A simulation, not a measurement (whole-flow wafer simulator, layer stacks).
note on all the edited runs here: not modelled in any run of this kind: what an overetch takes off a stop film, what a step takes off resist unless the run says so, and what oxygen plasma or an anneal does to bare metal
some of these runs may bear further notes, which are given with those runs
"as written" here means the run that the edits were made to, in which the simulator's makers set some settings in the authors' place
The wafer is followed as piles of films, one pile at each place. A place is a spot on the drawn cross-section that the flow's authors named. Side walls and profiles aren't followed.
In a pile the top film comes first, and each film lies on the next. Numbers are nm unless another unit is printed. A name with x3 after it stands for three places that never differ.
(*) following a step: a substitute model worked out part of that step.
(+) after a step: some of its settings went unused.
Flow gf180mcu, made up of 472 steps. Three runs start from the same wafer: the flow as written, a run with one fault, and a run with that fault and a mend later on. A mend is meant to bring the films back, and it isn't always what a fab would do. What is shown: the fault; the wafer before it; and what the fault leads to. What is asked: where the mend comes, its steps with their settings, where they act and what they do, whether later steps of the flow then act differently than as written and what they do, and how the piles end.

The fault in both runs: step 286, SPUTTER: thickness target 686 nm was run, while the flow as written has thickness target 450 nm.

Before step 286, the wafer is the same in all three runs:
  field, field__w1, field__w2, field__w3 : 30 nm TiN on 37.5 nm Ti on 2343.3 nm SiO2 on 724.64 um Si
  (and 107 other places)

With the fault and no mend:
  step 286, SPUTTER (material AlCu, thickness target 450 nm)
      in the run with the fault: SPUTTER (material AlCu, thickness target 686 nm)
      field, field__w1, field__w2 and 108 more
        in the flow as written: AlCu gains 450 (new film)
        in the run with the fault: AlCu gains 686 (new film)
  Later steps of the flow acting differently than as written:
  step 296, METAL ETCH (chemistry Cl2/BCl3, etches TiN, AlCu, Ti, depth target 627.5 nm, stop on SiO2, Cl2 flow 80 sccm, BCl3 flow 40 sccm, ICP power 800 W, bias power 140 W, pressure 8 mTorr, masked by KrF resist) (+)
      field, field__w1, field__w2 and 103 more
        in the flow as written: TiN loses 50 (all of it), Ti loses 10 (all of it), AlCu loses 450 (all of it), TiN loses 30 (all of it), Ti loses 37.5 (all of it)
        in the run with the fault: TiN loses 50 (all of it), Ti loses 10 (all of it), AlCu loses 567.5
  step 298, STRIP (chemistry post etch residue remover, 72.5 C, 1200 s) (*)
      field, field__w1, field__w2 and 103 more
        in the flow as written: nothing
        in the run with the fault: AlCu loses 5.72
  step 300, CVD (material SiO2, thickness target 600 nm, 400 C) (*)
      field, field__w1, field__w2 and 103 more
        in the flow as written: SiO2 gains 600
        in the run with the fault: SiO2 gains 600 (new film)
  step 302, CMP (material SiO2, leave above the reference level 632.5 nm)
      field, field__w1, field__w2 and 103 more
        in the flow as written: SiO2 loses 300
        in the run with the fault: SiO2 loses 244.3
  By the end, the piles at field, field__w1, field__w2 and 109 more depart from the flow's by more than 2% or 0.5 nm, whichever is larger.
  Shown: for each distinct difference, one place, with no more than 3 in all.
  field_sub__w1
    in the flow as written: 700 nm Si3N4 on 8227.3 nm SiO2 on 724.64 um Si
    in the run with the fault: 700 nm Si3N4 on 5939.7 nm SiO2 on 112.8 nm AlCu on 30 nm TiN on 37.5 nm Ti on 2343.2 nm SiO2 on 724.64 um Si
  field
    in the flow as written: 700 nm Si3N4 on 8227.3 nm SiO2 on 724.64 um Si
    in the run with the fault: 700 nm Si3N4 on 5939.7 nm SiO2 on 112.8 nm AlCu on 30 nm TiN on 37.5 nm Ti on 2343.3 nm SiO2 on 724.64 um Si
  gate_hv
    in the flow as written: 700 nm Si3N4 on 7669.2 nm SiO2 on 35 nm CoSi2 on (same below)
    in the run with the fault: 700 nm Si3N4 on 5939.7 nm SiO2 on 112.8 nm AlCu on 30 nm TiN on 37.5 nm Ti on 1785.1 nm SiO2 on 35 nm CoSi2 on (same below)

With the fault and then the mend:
  The mend follows step 286.
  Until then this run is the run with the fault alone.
  step 286a, METAL ETCH (chemistry Cl2/BCl3, etches TiN, AlCu, Ti, depth target 236 nm, Cl2 flow 80 sccm, BCl3 flow 40 sccm, ICP power 800 W, bias power 140 W, pressure 8 mTorr) (a further turn of the flow's step 260, with different settings)
      field, field__w1, field__w2 and 108 more
        AlCu loses 236
  Later steps of the flow that are run all act as written at every place that is followed.
  By the end, the piles equal the flow's at every place that both follow.
